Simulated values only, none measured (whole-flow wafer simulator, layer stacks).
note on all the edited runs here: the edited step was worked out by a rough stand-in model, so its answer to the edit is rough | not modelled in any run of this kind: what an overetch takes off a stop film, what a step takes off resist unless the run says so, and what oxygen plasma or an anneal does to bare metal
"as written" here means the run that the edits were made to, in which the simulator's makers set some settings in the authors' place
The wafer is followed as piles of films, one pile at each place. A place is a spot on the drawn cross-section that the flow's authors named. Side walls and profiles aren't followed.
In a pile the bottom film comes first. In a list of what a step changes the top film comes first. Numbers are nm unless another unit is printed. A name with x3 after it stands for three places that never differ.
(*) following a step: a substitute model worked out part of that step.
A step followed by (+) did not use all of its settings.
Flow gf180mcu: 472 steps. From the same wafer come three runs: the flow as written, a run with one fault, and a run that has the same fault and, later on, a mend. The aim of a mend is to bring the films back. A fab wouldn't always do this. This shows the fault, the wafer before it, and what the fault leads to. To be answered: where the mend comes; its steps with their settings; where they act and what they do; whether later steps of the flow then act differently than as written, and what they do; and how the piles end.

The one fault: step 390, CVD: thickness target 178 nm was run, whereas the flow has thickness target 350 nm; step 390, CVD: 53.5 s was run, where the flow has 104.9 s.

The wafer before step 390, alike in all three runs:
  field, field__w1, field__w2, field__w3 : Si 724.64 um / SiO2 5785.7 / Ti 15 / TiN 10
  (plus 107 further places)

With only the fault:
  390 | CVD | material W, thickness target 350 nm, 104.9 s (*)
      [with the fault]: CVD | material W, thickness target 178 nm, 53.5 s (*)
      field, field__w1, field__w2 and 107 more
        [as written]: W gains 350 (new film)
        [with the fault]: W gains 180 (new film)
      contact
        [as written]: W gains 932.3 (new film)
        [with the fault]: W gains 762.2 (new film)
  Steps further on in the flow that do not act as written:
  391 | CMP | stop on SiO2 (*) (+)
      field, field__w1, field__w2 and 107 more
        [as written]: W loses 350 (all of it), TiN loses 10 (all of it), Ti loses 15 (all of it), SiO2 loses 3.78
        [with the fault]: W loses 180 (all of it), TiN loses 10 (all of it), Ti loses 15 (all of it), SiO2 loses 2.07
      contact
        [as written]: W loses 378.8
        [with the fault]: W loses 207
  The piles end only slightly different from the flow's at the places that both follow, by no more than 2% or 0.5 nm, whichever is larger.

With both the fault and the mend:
  After step 390 comes the mend.
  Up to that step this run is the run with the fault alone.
  390a | CVD | material W, thickness target 172 nm, 51.55 s (the flow's step 390 again, with other settings)
      field, field__w1, field__w2 and 108 more
        W gains 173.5
  Every later step of the flow that is run acts as written, at every place that is followed, to within 2% or 0.5 nm, whichever is larger.
  The piles end only slightly different from the flow's at the places that both follow, by no more than 2% or 0.5 nm, whichever is larger.
